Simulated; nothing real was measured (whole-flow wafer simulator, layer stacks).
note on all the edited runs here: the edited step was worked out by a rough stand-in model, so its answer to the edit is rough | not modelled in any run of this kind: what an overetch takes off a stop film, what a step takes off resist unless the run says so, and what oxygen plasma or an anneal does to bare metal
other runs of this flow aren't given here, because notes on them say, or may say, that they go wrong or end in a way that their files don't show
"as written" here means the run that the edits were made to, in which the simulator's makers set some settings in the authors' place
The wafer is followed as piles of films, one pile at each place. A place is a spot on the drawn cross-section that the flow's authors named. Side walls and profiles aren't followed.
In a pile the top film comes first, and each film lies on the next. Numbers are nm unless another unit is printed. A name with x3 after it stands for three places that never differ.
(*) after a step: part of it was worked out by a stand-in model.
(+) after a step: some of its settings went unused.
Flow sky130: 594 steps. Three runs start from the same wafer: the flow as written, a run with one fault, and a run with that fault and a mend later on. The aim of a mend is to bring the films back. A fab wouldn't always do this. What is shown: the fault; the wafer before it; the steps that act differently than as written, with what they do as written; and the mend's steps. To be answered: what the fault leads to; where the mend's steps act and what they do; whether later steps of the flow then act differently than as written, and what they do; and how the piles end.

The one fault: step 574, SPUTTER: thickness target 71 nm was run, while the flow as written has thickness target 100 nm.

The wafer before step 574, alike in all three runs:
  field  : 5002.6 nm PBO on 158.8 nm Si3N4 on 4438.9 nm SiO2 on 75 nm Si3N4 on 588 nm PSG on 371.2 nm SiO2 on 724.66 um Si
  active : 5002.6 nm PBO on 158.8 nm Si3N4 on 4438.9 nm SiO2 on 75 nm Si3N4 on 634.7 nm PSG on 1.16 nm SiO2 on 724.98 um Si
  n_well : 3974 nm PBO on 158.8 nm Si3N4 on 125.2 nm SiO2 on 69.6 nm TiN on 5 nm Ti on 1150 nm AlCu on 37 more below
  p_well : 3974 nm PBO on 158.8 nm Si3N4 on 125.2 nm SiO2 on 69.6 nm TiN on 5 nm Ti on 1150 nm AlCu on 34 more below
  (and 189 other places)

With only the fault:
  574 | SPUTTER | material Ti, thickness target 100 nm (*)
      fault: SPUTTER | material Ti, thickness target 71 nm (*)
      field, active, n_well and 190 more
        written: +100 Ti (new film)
        fault: +71 Ti (new film)
  Steps later in the flow that act otherwise than as written (7 more steps, not shown, differ only slightly: by at most 2% or 0.5 nm, whichever is larger):
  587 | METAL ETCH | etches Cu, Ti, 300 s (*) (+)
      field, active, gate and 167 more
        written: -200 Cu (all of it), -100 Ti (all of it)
        fault: -200 Cu (all of it), -71 Ti (all of it)
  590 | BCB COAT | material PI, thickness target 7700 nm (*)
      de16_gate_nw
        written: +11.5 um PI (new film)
        fault: +11.48 um PI (new film)
  At n_well, p_well, sd_n and 20 more, the piles at the end differ from the flow's by more than 2% or 0.5 nm, whichever is larger.
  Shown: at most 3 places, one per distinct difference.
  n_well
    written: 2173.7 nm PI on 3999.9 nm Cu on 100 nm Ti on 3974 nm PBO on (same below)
    fault: 2192.5 nm PI on 3999.9 nm Cu on 71 nm Ti on 3974 nm PBO on (same below)
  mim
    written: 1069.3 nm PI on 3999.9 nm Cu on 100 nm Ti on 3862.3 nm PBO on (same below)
    fault: 1096.5 nm PI on 3999.9 nm Cu on 71 nm Ti on 3862.3 nm PBO on (same below)
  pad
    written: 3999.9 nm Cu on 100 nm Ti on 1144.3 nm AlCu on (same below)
    fault: 3999.9 nm Cu on 71 nm Ti on 1144.3 nm AlCu on (same below)

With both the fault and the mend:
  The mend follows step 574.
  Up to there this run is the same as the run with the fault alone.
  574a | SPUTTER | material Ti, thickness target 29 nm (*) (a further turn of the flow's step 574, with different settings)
      field, active, n_well and 190 more
        +29 Ti
  Later steps of the flow that are run all act as written at every place that is followed.
  The piles end the same as the flow's at every place that both follow.
